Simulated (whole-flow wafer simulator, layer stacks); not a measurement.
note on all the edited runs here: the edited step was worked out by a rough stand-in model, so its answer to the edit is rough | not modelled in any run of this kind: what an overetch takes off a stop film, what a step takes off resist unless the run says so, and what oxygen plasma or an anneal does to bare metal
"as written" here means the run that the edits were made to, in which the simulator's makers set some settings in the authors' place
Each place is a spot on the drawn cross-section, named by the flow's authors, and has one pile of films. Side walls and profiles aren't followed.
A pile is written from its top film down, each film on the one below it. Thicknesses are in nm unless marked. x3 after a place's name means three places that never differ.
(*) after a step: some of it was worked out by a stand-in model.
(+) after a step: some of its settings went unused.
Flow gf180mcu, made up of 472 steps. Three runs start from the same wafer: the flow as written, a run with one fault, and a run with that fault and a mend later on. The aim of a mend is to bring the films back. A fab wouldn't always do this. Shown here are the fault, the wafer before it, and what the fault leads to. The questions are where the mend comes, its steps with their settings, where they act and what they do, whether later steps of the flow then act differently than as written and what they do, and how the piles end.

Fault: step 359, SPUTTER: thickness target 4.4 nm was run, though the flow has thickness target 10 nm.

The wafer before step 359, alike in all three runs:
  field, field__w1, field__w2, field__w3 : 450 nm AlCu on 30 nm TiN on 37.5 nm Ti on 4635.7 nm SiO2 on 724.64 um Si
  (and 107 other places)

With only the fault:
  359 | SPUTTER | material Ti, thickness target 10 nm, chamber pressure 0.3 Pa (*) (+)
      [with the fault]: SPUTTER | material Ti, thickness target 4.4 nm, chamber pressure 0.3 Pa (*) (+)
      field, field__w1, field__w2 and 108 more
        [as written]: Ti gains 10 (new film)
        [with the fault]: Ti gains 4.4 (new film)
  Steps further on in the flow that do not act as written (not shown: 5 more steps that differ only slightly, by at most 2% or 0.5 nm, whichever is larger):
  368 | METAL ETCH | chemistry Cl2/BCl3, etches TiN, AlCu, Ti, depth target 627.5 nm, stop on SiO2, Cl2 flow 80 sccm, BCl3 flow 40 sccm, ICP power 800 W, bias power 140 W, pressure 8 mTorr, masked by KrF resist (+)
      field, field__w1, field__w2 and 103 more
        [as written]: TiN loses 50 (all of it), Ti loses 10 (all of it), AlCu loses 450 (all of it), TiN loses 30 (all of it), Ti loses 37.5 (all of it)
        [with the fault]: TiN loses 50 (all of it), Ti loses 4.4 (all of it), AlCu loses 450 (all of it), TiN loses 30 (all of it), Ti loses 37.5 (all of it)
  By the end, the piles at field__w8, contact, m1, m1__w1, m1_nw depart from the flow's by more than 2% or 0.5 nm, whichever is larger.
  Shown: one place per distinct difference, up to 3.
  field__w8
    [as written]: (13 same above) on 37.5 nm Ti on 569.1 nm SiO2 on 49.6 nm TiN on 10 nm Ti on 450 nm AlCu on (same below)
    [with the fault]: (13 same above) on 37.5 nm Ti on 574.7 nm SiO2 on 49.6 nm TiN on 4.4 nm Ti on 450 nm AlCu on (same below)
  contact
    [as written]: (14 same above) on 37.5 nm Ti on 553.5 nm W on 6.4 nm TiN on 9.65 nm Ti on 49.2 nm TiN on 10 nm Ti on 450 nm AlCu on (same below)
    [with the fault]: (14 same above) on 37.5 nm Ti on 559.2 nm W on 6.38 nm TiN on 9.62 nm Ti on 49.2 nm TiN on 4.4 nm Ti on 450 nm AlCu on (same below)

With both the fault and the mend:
  After step 359 comes the mend.
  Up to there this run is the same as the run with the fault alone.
  359a | SPUTTER | material Ti, thickness target 5.6 nm, chamber pressure 0.3 Pa (*) (+) (a further turn of the flow's step 359, with different settings)
      field, field__w1, field__w2 and 108 more
        Ti gains 5.6
  Every later step of the flow that is run acts as written at every place that is followed.
  At every place that both follow, the piles at the end match the flow's.
